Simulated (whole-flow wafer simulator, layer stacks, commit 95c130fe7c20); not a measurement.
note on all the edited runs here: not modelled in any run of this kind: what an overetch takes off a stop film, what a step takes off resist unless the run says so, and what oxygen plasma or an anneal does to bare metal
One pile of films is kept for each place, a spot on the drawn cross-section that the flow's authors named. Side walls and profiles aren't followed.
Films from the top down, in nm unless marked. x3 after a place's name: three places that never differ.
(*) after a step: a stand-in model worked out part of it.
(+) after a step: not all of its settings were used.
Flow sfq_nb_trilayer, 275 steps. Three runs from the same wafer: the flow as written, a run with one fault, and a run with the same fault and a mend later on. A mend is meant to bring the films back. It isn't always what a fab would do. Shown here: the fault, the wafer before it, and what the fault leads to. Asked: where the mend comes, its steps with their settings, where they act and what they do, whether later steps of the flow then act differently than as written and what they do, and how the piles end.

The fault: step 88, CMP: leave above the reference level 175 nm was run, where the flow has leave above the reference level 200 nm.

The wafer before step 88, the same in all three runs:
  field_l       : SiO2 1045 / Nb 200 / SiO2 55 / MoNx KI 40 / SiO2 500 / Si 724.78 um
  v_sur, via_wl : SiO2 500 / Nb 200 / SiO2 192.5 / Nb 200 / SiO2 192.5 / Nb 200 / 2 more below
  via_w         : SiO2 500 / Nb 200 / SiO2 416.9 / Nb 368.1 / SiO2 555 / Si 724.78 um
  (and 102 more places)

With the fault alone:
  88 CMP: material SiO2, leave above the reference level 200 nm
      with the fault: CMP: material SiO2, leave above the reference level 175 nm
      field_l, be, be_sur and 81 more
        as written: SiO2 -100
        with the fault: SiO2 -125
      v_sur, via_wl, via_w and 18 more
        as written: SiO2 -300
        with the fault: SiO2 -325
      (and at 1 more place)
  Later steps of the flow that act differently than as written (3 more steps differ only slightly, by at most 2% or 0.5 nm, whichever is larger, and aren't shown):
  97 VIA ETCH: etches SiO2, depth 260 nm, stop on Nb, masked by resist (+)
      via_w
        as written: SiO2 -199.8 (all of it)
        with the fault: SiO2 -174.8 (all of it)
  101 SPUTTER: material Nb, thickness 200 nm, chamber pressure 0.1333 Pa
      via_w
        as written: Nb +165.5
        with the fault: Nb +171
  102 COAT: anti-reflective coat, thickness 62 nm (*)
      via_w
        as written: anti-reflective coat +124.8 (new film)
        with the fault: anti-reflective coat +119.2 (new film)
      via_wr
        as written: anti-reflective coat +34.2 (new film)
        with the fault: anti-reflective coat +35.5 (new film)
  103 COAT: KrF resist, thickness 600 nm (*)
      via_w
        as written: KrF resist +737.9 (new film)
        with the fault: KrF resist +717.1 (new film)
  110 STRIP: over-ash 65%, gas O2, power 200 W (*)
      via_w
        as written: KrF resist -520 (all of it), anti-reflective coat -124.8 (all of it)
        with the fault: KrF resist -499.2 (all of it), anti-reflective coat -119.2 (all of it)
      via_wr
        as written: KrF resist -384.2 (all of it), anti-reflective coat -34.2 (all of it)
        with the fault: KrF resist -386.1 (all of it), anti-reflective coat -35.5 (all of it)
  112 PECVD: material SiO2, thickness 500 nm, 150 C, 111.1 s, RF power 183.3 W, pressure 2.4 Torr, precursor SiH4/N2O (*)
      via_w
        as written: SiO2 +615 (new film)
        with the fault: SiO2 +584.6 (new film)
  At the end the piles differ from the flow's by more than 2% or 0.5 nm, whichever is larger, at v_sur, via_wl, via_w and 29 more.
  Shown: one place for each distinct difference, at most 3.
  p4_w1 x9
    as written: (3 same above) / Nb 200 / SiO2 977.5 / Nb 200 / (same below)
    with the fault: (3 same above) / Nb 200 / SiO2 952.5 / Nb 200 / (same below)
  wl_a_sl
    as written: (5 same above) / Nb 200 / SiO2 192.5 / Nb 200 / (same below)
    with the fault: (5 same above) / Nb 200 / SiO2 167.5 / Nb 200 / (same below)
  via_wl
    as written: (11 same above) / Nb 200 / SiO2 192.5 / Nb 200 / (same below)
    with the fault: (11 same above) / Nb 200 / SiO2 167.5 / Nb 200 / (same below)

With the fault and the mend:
  The mend comes after step 89.
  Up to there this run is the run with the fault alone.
  89a PECVD: material SiO2, thickness 25 nm, 150 C, 5.556 s, RF power 183.3 W, pressure 2.4 Torr, precursor SiH4/N2O (the flow's step 87 once more, with other settings)
      field_l, v_sur, via_wl and 103 more
        SiO2 +25
  No later step of the flow acts differently than as written, at any place that is followed, by more than 2% or 0.5 nm, whichever is larger.
  At the end the piles are the same as the flow's at every place that both follow.
